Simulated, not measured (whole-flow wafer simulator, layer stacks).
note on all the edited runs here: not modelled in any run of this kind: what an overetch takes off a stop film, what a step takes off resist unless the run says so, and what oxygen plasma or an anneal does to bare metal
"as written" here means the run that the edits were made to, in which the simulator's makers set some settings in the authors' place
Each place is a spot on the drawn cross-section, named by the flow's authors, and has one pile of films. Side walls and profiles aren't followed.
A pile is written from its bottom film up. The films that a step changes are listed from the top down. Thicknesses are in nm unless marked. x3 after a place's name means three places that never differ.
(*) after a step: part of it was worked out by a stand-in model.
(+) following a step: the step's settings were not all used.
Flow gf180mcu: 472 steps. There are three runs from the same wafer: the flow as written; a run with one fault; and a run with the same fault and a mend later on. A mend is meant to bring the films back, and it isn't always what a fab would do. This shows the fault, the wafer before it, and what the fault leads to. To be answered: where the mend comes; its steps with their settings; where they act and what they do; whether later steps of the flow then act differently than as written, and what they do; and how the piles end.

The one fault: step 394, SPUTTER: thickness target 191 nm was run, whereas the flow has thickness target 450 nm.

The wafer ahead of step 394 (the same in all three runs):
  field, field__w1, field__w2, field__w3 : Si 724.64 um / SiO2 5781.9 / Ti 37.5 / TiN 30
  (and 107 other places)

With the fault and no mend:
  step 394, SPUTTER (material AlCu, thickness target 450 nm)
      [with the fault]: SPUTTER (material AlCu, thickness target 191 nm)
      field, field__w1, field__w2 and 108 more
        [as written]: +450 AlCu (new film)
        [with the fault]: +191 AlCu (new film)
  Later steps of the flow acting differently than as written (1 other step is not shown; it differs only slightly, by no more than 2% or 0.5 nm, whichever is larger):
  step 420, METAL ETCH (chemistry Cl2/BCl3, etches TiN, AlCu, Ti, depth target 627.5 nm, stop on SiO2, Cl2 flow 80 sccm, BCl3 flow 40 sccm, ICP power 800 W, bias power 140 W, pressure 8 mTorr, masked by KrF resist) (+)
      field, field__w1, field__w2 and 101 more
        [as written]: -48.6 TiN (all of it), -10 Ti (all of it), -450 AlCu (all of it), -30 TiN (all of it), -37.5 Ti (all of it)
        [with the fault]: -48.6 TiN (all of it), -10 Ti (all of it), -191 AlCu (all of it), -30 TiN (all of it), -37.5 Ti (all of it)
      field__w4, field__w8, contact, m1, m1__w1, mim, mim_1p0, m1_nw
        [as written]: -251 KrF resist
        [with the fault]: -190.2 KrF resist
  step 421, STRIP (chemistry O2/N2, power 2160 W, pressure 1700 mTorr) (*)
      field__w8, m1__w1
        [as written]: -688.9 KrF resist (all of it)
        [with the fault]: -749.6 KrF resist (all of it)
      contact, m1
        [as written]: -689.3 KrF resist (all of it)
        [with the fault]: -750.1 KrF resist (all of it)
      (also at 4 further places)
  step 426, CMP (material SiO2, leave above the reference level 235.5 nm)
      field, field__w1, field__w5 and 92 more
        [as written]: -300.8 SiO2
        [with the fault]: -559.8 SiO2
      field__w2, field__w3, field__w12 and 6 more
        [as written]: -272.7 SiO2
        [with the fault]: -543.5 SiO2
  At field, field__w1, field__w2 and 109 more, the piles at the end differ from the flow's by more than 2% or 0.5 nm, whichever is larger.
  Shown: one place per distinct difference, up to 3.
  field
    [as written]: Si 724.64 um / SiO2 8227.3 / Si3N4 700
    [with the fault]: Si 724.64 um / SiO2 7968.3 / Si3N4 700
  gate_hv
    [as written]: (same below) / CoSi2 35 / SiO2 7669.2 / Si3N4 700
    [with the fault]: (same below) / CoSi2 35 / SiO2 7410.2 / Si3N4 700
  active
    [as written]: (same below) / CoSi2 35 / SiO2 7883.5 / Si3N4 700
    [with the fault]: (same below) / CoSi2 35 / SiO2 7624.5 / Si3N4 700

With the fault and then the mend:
  After step 394 comes the mend.
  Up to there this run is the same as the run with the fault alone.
  step 394a, SPUTTER (material AlCu, thickness target 259 nm) (the flow's step 394, run once more with other settings)
      field, field__w1, field__w2 and 108 more
        +259 AlCu
  None of the later steps of the flow acts differently than as written at any place that is followed.
  By the end, the piles equal the flow's at every place that both follow.
